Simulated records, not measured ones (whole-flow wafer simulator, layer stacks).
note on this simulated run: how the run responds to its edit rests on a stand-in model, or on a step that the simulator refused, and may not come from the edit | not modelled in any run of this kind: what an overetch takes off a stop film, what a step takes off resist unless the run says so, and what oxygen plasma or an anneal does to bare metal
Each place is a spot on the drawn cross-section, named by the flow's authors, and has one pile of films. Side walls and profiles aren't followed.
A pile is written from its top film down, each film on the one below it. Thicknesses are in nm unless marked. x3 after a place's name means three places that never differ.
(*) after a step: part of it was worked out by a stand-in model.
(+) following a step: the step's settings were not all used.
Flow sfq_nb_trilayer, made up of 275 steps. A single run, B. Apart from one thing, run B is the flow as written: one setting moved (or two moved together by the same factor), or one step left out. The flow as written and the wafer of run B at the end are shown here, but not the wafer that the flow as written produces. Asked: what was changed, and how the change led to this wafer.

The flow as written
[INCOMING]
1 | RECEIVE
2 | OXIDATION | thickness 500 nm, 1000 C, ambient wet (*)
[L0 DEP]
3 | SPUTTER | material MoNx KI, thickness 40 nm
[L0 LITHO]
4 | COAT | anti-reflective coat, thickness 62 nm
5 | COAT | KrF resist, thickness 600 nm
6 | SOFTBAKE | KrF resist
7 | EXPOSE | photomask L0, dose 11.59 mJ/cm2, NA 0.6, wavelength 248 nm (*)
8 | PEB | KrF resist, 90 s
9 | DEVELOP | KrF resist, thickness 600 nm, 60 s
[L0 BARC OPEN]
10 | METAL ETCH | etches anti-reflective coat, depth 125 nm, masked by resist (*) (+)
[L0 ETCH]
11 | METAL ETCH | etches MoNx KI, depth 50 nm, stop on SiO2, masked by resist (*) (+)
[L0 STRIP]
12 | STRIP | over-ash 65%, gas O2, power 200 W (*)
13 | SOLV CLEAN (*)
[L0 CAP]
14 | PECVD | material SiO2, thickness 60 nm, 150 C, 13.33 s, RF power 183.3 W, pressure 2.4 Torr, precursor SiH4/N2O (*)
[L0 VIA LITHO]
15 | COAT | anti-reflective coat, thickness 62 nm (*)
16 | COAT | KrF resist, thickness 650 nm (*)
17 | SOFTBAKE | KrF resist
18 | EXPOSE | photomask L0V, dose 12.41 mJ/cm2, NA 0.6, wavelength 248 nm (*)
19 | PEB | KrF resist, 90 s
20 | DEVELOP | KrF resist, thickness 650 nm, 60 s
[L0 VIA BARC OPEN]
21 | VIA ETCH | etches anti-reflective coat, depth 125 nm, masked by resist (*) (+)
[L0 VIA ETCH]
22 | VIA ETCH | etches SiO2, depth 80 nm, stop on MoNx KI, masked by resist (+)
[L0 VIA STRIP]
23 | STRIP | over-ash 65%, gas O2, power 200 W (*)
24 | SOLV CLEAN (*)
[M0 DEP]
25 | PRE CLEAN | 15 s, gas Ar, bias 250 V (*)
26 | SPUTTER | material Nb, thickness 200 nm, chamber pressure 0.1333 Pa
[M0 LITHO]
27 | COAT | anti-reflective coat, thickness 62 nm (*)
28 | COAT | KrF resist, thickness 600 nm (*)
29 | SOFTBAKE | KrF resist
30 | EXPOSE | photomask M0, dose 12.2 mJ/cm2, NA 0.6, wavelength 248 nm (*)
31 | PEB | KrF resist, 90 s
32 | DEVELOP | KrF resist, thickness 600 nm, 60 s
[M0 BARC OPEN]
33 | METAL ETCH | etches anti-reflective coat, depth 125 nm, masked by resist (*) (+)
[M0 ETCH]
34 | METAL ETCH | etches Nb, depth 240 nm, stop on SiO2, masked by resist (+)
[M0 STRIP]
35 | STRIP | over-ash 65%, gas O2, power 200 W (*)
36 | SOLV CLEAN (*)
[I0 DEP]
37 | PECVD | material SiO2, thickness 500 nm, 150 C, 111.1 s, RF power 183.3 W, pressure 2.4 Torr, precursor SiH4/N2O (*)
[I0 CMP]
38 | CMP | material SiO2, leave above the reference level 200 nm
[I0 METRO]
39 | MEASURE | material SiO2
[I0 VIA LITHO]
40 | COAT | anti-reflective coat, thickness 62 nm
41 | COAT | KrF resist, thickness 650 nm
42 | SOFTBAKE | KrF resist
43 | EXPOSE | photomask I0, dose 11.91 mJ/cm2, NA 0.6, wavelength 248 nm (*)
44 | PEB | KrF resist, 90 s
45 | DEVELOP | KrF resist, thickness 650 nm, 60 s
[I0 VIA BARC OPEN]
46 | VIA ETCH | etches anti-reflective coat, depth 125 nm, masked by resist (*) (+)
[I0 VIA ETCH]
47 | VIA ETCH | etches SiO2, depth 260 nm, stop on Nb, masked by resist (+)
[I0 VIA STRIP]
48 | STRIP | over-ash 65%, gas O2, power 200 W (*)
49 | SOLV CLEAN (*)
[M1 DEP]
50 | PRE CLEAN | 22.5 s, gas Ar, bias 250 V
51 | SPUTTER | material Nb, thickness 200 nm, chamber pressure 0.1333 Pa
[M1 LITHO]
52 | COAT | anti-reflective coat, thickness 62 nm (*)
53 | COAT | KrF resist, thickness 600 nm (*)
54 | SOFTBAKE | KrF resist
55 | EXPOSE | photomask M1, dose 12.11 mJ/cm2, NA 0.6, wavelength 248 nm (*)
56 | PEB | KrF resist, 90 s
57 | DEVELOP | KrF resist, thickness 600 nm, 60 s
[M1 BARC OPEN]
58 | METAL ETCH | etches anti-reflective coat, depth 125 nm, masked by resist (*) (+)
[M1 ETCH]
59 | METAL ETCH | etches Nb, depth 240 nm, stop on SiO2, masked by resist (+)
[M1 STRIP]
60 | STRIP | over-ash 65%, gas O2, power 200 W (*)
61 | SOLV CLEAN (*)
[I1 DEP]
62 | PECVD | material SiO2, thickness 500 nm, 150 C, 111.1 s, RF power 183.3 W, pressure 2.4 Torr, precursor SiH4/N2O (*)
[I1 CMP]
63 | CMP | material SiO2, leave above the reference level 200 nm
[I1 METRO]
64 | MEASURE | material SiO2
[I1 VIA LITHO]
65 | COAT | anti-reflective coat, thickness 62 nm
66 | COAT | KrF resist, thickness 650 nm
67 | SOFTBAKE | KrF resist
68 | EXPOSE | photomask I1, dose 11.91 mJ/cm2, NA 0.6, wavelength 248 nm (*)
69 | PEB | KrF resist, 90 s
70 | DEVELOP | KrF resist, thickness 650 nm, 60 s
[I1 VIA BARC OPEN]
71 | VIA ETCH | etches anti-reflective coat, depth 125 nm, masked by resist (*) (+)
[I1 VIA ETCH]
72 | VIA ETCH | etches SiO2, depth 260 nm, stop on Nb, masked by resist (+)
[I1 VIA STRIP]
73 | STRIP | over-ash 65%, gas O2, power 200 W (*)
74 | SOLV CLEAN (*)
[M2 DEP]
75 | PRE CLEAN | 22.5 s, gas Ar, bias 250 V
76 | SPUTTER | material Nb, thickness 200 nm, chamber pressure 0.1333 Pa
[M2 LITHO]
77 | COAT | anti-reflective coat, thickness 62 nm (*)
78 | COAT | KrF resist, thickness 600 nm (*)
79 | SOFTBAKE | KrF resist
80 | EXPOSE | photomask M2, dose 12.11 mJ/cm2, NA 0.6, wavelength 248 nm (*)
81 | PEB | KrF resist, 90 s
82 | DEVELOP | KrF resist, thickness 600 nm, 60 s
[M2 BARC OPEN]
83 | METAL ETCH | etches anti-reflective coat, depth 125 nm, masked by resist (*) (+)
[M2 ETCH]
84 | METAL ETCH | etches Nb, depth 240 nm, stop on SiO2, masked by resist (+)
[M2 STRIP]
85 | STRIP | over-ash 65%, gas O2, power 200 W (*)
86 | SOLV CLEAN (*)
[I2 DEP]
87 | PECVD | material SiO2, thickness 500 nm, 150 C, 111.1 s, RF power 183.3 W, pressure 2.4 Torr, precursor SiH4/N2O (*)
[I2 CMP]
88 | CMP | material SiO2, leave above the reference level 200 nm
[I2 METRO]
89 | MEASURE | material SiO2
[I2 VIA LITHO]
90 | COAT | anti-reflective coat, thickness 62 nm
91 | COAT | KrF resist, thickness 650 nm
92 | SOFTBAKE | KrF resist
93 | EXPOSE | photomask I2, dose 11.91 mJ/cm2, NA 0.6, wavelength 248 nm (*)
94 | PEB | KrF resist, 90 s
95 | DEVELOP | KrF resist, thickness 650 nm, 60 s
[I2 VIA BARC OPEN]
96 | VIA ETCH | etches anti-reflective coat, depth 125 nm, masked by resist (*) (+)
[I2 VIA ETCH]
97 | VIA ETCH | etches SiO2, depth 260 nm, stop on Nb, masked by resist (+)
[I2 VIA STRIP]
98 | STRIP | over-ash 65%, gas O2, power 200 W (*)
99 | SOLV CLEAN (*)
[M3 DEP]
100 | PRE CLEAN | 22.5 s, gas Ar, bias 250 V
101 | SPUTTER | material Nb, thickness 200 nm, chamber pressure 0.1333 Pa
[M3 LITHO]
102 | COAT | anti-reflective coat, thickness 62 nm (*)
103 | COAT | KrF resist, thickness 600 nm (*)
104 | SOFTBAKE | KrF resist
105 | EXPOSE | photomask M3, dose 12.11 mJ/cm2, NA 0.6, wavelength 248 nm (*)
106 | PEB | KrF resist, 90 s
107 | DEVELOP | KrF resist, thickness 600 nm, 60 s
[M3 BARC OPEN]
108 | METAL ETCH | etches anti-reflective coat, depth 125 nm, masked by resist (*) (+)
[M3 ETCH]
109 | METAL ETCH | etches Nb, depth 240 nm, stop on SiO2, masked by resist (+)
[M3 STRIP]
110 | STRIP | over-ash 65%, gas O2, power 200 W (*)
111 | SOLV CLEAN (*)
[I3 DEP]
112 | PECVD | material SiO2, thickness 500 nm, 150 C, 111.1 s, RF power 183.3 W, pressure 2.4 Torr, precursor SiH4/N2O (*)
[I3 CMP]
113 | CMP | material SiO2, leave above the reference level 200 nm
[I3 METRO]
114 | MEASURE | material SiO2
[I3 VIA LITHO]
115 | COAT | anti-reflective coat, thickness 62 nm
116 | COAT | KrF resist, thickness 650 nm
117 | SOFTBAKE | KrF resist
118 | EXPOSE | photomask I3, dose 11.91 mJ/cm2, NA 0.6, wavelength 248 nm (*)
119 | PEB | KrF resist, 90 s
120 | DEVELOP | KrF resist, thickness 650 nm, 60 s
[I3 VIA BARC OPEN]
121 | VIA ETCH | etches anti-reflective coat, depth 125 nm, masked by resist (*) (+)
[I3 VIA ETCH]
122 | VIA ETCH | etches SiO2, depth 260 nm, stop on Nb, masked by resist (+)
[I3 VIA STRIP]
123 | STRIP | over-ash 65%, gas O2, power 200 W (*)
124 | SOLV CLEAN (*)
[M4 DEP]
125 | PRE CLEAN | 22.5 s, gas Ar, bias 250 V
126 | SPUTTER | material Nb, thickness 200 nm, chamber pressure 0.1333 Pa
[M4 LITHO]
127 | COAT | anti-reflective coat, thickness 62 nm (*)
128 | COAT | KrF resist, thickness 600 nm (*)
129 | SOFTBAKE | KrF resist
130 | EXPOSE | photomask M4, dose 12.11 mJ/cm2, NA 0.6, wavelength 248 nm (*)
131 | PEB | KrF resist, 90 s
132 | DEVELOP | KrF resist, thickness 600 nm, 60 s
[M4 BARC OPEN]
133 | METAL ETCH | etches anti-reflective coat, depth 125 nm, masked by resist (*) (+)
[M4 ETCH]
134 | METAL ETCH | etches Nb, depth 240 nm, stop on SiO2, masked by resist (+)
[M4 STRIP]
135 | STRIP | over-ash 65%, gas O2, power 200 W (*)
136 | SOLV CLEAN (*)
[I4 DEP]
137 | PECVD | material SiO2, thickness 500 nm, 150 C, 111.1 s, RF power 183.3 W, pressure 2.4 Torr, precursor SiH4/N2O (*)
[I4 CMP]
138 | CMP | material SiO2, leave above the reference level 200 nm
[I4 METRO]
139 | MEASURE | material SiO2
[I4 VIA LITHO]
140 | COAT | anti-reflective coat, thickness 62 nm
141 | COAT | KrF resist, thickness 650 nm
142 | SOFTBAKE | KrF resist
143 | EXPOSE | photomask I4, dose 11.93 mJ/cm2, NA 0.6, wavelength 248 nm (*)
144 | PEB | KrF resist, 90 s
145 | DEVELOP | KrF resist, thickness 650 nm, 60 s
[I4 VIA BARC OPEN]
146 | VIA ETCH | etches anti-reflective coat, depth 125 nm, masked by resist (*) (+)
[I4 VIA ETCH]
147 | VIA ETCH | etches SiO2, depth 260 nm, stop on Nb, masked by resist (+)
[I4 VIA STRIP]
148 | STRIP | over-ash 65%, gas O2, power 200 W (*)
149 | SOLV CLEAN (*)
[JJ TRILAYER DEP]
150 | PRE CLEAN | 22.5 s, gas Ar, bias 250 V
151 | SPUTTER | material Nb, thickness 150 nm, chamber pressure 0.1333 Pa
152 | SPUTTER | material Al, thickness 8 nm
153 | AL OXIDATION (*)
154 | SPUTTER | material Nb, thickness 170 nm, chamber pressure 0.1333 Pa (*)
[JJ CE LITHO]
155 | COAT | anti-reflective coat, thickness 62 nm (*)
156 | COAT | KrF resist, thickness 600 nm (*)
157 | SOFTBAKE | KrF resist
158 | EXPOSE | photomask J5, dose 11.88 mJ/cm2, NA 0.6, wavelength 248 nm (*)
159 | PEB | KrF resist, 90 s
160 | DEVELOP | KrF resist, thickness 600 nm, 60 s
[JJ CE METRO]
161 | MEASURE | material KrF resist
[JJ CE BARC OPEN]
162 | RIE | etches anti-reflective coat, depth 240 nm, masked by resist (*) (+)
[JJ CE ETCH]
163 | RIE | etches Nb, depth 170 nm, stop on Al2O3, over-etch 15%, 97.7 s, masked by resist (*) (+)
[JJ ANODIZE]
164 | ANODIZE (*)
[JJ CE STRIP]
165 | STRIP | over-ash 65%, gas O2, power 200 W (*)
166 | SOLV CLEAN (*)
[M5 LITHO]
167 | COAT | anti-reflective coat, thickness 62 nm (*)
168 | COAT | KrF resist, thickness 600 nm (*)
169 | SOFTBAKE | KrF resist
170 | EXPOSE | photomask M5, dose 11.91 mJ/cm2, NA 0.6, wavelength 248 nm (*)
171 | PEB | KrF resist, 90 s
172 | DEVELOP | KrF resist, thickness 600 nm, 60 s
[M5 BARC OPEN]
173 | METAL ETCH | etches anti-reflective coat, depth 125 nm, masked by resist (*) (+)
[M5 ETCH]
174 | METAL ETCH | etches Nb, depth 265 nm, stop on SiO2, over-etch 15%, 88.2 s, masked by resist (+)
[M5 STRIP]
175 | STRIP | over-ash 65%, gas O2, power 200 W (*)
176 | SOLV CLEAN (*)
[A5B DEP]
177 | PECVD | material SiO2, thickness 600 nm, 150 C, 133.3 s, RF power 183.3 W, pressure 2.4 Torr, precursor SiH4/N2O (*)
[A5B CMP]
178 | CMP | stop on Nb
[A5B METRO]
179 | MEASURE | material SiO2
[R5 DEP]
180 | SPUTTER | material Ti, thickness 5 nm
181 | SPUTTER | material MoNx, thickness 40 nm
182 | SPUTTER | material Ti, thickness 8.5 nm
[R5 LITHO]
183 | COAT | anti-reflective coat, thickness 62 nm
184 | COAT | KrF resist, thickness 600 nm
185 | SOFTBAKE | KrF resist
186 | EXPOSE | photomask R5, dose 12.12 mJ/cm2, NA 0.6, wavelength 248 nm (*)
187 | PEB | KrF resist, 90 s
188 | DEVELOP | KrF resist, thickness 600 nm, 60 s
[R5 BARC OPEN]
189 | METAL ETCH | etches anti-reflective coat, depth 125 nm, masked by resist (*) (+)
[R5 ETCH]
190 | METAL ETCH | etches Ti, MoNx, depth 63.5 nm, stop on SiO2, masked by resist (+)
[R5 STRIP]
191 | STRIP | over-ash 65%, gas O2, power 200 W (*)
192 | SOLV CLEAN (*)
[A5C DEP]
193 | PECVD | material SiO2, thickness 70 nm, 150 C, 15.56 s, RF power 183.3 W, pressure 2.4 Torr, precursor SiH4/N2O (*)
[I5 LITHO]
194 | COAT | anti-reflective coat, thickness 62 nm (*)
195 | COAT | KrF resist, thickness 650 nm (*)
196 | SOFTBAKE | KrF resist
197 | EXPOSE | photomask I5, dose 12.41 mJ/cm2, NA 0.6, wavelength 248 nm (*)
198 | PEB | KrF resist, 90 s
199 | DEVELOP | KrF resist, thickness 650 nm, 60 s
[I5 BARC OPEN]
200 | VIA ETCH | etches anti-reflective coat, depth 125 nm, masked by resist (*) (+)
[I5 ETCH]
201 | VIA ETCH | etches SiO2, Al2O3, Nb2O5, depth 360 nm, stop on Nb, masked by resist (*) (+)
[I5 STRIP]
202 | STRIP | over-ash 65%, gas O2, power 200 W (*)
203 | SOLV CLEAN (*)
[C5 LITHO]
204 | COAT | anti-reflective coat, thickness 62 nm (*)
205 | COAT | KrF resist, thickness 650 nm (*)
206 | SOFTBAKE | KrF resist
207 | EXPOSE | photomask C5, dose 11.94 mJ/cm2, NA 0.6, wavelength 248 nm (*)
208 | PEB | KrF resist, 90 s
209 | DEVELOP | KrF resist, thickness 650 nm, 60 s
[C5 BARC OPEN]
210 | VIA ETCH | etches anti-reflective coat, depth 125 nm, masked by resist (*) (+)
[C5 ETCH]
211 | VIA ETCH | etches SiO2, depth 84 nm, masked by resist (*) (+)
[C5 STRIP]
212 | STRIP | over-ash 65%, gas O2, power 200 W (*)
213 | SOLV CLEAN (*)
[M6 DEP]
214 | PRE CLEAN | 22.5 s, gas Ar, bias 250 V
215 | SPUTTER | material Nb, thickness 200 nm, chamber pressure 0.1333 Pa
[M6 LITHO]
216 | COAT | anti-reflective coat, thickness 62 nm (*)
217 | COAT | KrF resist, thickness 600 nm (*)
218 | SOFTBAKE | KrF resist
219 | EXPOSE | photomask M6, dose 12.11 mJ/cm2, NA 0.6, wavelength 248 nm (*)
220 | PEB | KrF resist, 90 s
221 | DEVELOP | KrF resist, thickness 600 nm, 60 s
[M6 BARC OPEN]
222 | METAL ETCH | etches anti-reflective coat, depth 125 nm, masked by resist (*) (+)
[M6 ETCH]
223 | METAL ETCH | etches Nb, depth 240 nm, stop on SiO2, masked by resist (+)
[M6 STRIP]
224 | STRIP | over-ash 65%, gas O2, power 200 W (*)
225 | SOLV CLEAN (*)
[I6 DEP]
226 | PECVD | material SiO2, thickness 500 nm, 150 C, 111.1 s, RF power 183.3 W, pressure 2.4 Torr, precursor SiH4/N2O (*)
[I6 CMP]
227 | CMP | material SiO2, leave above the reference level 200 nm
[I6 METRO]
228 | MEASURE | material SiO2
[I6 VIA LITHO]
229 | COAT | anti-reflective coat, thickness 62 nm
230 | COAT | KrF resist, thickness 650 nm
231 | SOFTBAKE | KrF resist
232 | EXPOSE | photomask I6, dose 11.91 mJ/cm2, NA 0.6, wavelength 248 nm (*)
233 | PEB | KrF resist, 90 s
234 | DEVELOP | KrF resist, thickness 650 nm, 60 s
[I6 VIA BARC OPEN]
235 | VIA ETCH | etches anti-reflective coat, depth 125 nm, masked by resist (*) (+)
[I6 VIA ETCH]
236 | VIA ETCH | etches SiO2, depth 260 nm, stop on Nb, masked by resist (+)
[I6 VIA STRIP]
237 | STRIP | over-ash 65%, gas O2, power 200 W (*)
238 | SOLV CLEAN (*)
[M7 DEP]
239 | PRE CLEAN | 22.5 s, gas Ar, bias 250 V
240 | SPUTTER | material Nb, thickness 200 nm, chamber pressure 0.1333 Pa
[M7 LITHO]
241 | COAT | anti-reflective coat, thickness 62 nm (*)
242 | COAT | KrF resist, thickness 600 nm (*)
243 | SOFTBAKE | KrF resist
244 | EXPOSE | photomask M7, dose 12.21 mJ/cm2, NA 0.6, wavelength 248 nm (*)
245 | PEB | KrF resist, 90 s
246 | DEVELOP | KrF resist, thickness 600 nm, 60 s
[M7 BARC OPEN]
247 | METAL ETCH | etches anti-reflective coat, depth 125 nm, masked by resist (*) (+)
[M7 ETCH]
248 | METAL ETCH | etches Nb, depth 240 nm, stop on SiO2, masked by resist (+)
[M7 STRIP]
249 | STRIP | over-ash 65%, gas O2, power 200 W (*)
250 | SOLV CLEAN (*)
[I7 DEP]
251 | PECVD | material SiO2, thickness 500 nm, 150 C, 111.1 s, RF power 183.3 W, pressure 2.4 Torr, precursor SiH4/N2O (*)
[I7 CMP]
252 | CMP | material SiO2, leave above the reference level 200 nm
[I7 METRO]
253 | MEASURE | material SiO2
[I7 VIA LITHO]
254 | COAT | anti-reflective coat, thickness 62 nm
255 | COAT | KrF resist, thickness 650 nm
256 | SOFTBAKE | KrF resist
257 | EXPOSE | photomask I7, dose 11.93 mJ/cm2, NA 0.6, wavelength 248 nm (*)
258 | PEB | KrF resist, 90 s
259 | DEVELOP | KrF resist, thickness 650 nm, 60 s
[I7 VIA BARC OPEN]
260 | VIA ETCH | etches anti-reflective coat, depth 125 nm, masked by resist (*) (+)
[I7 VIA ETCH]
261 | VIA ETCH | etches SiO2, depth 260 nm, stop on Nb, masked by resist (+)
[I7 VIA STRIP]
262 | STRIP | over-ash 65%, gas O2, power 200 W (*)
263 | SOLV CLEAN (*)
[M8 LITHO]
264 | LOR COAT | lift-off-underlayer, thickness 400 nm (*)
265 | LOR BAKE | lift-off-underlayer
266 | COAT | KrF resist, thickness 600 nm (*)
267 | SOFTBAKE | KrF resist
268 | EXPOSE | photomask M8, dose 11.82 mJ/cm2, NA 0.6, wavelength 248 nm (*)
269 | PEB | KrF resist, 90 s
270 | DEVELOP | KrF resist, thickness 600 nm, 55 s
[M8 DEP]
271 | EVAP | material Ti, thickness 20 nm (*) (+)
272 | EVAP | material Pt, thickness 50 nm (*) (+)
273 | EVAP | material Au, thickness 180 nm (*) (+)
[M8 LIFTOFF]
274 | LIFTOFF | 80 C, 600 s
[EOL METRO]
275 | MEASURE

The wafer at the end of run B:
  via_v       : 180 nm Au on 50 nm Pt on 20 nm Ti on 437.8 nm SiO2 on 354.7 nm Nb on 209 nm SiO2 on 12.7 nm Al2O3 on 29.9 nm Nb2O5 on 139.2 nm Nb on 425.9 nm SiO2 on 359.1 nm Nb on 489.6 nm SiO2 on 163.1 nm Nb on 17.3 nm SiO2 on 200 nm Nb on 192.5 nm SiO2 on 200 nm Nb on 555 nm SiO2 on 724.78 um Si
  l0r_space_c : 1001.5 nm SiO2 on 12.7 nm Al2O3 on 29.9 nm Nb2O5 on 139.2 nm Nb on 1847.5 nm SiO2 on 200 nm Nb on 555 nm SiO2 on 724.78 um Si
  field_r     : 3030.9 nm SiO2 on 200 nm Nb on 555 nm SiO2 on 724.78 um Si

The reason: step 63, CMP: leave above the reference level 285 nm was run, though the flow has leave above the reference level 200 nm.

Step by step, how the change led to this:
  63 | CMP | material SiO2, leave above the reference level 200 nm
      field_l, be, be_sur and 72 more: SiO2 loses 15 (in the flow as written it would be: SiO2 loses 100)
      v_sur, via_wl, via_wr and 20 more: SiO2 loses 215 (in the flow as written it would be: SiO2 loses 300)
      (also at 8 further places)
  72 | VIA ETCH | etches SiO2, depth 260 nm, stop on Nb, masked by resist (+)
      via_v: SiO2 loses 260 (in the flow as written it would be: SiO2 loses 199.8 (all of it))
  75 | PRE CLEAN | 22.5 s, gas Ar, bias 250 V
      via_v: SiO2 loses 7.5 (in the flow as written it would be: Nb loses 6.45)
  76 | SPUTTER | material Nb, thickness 200 nm, chamber pressure 0.1333 Pa
      via_v: Nb gains 163.1 (new film) (in the flow as written it would be: Nb gains 174.5)
  77 | COAT | anti-reflective coat, thickness 62 nm (*)
      via_sp: anti-reflective coat gains 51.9 (new film) (in the flow as written it would be: anti-reflective coat gains 53.2 (new film))
      via_v: anti-reflective coat gains 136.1 (new film) (in the flow as written it would be: anti-reflective coat gains 123.1 (new film))
      (also at 1 further place)
  78 | COAT | KrF resist, thickness 600 nm (*)
      via_v: KrF resist gains 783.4 (new film) (in the flow as written it would be: KrF resist gains 733.7 (new film))
  85 | STRIP | over-ash 65%, gas O2, power 200 W (*)
      via_sp: KrF resist loses 370.4 (all of it), anti-reflective coat loses 51.9 (all of it) (in the flow as written it would be: KrF resist loses 374.4 (all of it), anti-reflective coat loses 53.2 (all of it))
      via_v: KrF resist loses 565.3 (all of it), anti-reflective coat loses 136.1 (all of it) (in the flow as written it would be: KrF resist loses 515.8 (all of it), anti-reflective coat loses 123.1 (all of it))
      (also at 1 further place)
  87 | PECVD | material SiO2, thickness 500 nm, 150 C, 111.1 s, RF power 183.3 W, pressure 2.4 Torr, precursor SiH4/N2O (*)
      via_v: SiO2 gains 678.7 (new film) (in the flow as written it would be: SiO2 gains 606 (new film))
If metal films that touch count as one body, via_v has 7 bodies (between them, from the top down: SiO2 437.8; SiO2 209 / Al2O3 12.7 / Nb2O5 29.9; SiO2 425.9; SiO2 489.6; SiO2 17.3; SiO2 192.5); the flow as written gives 6 bodies (between them, from the top down: SiO2 437.8; SiO2 209 / Al2O3 12.7 / Nb2O5 29.9; SiO2 425.9; SiO2 416.9; SiO2 192.5).
